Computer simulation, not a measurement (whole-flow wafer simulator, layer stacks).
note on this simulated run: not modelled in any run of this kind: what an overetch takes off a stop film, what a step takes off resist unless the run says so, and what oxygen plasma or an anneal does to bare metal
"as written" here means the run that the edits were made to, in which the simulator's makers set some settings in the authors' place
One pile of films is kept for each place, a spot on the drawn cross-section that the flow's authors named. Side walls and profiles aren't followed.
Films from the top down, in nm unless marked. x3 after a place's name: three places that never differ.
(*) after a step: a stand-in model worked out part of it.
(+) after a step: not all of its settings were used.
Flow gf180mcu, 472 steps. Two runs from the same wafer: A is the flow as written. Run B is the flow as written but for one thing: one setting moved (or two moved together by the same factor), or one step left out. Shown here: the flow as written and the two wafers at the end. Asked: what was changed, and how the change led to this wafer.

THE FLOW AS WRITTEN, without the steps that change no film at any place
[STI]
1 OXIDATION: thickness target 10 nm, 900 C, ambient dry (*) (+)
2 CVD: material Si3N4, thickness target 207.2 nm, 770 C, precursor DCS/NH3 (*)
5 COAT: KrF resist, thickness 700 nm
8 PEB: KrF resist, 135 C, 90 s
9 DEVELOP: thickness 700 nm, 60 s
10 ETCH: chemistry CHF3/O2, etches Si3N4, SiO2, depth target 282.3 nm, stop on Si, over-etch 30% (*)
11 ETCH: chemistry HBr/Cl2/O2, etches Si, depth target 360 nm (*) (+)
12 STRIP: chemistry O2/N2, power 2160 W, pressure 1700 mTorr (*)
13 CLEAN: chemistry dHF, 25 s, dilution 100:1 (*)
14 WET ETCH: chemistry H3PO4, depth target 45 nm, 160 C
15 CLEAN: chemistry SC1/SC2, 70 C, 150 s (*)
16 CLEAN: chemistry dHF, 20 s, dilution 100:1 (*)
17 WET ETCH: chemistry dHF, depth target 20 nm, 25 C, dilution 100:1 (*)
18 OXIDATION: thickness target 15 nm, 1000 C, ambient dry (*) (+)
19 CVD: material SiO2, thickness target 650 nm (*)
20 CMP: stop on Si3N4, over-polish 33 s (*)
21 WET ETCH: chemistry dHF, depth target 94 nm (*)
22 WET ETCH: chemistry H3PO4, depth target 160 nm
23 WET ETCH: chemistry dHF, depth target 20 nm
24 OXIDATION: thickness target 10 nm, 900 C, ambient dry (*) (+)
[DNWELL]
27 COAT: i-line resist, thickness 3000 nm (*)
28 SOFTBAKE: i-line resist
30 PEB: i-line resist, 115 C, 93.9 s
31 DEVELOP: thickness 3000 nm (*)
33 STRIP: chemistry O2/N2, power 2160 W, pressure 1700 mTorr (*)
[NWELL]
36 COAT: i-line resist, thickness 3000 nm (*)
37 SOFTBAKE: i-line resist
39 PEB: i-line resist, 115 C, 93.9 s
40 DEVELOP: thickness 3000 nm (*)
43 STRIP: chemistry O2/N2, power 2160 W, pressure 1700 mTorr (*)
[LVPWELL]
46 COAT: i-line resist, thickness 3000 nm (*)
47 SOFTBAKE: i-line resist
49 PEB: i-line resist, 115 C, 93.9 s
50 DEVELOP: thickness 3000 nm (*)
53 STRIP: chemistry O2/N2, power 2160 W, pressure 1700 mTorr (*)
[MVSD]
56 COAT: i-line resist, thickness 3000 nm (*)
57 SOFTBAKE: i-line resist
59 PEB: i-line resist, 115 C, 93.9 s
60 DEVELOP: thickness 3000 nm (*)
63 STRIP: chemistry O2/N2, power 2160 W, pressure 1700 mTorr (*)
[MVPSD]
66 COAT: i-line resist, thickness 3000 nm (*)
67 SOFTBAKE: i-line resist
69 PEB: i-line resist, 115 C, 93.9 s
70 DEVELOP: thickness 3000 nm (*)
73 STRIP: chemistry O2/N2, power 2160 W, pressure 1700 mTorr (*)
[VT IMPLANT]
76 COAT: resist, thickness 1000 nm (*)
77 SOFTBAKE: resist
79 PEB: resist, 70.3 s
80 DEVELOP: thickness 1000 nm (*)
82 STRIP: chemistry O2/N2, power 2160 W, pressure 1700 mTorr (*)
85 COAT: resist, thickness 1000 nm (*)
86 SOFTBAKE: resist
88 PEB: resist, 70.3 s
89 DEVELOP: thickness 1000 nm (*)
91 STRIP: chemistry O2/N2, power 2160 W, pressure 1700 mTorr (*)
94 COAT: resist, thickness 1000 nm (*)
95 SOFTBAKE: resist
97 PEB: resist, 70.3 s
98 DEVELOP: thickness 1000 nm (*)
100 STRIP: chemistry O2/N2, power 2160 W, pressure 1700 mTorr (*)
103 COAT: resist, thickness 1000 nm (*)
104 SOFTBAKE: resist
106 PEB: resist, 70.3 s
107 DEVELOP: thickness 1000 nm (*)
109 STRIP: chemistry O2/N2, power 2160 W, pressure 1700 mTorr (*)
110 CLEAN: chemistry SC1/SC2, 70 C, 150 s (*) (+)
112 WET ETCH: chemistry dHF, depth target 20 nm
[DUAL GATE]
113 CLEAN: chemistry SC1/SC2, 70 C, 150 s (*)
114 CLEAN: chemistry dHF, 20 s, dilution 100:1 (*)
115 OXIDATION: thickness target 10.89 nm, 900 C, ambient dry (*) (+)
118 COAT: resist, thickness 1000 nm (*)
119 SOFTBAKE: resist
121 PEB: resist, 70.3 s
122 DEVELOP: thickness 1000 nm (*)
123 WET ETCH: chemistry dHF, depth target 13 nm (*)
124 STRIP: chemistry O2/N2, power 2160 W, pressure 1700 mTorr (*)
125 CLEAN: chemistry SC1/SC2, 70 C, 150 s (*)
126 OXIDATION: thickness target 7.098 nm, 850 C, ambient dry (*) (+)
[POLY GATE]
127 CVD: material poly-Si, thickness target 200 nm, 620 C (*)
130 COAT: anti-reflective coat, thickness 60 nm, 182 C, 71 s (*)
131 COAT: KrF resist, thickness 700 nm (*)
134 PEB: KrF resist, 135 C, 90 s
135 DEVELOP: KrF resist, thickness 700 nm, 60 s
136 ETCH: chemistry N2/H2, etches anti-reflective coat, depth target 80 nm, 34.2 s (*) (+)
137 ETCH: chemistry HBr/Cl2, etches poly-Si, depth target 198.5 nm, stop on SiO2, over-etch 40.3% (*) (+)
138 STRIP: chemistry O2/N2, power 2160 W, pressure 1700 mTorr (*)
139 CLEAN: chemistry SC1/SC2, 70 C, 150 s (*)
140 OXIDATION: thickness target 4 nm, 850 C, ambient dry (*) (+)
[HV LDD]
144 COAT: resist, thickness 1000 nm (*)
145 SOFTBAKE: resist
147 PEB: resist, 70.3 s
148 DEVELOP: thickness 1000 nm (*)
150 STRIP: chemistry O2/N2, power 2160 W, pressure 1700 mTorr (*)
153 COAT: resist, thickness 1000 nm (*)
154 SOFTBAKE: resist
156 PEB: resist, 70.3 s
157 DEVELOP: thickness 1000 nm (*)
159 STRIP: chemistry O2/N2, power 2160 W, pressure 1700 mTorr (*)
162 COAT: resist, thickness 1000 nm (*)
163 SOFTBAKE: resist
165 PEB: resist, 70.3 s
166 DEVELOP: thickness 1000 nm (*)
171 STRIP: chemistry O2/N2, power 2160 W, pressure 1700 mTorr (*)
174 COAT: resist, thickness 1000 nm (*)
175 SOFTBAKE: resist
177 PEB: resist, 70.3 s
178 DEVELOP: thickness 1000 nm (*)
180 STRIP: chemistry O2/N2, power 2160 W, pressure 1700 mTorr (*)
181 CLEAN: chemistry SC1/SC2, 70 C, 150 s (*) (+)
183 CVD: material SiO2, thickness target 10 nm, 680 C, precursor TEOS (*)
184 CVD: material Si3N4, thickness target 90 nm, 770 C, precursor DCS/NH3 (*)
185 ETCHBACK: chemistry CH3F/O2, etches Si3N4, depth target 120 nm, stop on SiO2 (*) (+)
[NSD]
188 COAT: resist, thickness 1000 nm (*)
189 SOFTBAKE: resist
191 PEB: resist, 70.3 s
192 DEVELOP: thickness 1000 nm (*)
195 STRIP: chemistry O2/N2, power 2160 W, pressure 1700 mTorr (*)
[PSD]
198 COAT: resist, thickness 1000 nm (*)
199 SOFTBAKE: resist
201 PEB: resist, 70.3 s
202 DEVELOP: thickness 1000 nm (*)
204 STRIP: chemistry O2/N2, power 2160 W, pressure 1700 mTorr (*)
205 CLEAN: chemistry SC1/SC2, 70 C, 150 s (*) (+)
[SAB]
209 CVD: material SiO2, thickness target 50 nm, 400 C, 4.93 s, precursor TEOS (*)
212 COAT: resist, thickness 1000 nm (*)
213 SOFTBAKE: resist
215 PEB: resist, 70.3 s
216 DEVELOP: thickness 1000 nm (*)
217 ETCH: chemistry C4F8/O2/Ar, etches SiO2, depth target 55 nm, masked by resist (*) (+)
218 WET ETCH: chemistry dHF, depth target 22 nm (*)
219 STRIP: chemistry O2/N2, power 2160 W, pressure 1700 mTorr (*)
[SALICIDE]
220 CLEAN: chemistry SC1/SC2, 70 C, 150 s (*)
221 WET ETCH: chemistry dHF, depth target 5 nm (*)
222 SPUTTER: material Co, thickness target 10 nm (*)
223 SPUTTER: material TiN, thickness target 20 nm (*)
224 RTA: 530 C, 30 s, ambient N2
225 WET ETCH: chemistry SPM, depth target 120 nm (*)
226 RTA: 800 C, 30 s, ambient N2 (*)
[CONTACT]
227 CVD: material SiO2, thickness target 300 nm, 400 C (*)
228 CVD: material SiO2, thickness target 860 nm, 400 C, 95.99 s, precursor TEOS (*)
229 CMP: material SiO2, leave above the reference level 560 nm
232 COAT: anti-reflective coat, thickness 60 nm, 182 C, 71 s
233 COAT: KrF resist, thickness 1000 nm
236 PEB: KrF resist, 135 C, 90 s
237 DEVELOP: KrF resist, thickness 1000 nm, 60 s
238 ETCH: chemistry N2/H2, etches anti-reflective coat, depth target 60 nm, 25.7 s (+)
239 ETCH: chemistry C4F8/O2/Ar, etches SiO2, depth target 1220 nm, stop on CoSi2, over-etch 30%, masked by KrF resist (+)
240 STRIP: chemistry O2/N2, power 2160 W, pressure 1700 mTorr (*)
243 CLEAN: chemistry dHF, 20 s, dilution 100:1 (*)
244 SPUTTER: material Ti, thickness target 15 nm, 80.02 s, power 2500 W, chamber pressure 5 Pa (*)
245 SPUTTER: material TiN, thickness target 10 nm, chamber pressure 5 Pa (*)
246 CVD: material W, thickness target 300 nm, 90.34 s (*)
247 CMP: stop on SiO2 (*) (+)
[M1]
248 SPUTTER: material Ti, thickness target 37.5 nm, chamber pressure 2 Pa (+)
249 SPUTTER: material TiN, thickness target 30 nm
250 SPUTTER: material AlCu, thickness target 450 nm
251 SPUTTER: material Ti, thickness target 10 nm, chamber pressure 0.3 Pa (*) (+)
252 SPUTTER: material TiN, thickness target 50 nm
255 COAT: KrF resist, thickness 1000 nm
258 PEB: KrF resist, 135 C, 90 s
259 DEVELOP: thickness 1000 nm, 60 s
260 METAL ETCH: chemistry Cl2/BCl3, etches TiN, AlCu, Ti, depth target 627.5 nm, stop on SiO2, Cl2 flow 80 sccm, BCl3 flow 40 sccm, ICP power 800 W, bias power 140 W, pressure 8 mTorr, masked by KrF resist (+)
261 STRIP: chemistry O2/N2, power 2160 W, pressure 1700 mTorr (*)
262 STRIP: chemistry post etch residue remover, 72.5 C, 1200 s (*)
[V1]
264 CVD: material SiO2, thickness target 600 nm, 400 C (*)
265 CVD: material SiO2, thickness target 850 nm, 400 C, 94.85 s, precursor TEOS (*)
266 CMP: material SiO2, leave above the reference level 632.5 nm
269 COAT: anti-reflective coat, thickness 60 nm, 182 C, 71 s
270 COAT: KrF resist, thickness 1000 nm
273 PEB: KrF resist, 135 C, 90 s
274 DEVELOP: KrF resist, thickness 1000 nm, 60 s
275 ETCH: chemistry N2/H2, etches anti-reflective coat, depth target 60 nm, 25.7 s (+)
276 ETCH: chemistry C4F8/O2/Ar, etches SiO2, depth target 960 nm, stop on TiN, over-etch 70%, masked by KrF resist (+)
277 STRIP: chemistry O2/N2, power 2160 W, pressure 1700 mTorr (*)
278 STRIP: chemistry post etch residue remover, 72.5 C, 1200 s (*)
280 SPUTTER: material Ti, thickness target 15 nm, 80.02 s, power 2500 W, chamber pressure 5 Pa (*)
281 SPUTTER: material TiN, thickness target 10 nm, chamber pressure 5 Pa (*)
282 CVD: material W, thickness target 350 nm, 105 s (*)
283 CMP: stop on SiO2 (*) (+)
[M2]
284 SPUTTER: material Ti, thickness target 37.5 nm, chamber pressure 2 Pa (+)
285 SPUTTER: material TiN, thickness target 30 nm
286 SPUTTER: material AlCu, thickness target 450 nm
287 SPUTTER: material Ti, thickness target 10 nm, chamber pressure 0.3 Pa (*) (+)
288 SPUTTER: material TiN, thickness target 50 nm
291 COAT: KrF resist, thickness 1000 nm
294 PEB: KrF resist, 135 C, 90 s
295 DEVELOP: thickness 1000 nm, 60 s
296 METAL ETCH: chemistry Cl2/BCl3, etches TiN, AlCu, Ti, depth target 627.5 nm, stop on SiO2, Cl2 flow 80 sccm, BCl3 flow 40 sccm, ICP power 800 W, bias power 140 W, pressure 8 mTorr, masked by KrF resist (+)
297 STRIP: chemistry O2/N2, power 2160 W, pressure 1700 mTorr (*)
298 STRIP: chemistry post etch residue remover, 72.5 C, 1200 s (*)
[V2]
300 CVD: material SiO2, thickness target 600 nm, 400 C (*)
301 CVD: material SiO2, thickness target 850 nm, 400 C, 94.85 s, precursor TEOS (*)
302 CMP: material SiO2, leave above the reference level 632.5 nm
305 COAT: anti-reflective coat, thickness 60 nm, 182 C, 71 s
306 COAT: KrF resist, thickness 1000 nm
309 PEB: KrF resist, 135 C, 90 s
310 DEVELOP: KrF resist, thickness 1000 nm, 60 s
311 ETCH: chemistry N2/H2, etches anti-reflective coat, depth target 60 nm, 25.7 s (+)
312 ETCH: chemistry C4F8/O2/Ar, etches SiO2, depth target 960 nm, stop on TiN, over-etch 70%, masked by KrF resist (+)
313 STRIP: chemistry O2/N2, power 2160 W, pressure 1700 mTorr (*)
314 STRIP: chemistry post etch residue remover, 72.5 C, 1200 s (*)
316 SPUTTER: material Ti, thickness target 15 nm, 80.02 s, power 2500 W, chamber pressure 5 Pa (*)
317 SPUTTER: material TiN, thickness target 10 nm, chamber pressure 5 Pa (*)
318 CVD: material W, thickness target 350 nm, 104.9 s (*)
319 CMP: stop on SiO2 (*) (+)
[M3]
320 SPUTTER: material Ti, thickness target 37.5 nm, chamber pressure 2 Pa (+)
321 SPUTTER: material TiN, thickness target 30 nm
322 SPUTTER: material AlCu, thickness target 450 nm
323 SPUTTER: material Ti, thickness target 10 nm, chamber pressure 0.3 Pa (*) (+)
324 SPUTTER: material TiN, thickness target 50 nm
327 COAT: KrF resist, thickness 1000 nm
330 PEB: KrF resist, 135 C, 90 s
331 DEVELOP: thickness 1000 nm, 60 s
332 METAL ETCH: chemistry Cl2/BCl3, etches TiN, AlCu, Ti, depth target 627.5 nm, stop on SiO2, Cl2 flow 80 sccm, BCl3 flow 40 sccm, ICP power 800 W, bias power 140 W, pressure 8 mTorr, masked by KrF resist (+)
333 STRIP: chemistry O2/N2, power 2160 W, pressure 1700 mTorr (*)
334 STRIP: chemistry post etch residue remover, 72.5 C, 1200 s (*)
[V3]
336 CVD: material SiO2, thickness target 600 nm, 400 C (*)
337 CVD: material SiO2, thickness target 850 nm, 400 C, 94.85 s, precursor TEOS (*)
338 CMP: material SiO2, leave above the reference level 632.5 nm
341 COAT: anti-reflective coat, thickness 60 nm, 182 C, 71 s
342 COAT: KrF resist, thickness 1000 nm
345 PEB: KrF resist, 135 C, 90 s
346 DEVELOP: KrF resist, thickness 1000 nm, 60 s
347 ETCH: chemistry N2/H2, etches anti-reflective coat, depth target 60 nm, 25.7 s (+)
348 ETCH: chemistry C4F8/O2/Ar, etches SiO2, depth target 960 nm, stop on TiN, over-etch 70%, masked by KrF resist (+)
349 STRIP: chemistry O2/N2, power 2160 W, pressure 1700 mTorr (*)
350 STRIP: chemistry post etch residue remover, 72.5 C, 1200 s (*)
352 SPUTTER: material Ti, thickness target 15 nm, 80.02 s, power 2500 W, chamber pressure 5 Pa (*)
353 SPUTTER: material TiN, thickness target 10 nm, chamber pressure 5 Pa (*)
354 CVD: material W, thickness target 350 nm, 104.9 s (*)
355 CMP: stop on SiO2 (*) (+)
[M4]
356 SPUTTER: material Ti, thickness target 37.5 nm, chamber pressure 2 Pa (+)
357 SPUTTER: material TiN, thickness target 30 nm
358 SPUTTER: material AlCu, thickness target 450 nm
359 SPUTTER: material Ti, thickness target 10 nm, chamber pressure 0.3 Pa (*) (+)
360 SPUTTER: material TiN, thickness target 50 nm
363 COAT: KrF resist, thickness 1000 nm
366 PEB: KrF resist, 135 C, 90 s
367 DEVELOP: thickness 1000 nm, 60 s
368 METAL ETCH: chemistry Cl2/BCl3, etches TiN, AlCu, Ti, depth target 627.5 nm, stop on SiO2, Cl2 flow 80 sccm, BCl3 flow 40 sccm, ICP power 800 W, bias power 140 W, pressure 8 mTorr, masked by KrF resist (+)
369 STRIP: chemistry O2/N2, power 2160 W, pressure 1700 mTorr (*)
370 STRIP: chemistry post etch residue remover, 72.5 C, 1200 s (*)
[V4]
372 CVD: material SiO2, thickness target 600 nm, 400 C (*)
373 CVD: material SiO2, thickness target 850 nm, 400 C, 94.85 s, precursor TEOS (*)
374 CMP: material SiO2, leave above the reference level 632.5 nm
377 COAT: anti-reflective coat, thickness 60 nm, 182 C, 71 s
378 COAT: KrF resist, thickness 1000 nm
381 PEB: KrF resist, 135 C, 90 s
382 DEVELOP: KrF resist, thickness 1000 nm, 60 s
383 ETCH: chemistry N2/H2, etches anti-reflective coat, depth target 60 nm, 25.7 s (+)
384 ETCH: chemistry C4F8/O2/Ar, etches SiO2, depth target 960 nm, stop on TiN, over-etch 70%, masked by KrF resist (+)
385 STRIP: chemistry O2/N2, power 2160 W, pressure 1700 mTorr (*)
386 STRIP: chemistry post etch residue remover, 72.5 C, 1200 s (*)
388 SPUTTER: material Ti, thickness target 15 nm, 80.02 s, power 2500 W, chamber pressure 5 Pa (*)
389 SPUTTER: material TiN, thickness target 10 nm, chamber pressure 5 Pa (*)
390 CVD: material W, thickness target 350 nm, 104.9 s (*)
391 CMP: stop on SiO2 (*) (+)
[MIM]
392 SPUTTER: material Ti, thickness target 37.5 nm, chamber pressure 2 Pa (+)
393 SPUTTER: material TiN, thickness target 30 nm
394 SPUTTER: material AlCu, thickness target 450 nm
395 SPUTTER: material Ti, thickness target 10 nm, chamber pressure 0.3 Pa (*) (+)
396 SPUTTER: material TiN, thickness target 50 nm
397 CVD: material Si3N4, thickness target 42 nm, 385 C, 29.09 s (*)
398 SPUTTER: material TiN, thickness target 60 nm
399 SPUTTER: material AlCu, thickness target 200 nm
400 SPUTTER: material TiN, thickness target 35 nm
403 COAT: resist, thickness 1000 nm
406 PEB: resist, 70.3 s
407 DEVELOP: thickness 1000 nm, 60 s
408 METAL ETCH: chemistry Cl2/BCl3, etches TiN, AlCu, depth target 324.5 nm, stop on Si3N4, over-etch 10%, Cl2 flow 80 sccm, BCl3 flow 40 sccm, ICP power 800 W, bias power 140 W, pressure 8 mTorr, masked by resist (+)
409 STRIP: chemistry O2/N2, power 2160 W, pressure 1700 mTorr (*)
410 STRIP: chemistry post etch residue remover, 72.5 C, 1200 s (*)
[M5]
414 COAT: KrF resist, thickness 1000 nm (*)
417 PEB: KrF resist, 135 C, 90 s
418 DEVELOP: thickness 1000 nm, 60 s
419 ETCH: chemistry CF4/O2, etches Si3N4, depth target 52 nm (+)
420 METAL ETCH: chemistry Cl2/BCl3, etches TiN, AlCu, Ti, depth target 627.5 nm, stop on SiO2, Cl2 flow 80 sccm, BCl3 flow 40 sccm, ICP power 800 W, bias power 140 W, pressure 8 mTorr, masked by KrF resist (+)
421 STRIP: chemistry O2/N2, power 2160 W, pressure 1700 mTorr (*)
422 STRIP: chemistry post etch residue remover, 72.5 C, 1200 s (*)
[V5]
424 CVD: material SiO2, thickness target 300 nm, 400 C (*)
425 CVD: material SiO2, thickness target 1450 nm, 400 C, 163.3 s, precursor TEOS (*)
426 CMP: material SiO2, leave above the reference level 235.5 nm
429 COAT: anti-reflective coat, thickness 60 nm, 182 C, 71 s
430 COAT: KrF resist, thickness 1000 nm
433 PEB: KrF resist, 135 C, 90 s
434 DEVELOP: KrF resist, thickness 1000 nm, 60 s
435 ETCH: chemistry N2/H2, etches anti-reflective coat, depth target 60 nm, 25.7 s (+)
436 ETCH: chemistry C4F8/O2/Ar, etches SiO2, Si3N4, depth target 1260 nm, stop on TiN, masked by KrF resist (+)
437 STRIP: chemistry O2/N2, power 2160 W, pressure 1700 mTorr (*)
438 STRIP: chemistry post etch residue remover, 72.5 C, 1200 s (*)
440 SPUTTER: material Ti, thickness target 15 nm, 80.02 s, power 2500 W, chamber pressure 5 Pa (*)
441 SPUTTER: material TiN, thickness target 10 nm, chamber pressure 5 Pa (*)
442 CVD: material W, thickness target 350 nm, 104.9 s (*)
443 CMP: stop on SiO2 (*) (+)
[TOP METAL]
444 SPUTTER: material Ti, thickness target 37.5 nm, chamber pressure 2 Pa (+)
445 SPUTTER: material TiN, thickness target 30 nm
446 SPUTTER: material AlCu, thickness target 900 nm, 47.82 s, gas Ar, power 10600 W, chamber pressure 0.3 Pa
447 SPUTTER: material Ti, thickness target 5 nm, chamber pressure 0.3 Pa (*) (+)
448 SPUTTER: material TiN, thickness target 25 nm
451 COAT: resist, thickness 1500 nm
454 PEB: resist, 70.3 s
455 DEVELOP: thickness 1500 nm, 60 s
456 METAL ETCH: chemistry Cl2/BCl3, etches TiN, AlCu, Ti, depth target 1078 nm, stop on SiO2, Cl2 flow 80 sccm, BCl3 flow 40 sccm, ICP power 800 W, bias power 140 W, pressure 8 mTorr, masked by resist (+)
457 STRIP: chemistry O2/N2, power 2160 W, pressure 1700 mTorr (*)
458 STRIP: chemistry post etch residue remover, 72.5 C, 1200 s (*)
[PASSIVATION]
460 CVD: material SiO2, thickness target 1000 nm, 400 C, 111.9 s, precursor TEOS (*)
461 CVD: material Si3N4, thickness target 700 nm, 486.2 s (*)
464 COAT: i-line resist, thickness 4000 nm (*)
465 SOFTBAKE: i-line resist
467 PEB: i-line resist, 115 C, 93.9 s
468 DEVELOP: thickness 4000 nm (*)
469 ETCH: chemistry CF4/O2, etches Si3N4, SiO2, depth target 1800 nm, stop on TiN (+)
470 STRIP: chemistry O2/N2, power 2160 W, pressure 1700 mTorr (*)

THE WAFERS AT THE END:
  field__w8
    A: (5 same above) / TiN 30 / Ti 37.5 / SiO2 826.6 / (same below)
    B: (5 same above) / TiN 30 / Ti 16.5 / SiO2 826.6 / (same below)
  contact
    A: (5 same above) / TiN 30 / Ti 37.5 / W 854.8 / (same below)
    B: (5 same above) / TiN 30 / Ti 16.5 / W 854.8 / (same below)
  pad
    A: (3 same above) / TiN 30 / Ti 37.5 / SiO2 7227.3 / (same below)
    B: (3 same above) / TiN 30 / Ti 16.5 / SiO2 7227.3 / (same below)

The cause: step 444, SPUTTER: thickness target 16.5 nm was run, where the flow has thickness target 37.5 nm.
It can be read off the wafer: field__w8 has Ti 16.5, and step 444 as written asks for 37.5 nm.

How the change led to this, step by step:
  444 SPUTTER: material Ti, thickness target 37.5 nm, chamber pressure 2 Pa (+)
      field, field__w1, field__w2 and 109 more: A Ti +37.5 (new film) | B Ti +16.5 (new film)
  456 METAL ETCH: chemistry Cl2/BCl3, etches TiN, AlCu, Ti, depth target 1078 nm, stop on SiO2, Cl2 flow 80 sccm, BCl3 flow 40 sccm, ICP power 800 W, bias power 140 W, pressure 8 mTorr, masked by resist (+)
      field, field__w1, field__w2 and 103 more: A TiN -25 (all of it), Ti -5 (all of it), AlCu -900 (all of it), TiN -30 (all of it), Ti -37.5 (all of it) | B TiN -25 (all of it), Ti -5 (all of it), AlCu -900 (all of it), TiN -30 (all of it), Ti -16.5 (all of it)
  465 SOFTBAKE: i-line resist
      ld_acc_p, ld_fp_p, ld_drift_p: A i-line resist +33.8 | B i-line resist +32.8
      field__w11, field__w13: A i-line resist +37.6 | B i-line resist +36.5
      (and at 58 more places)
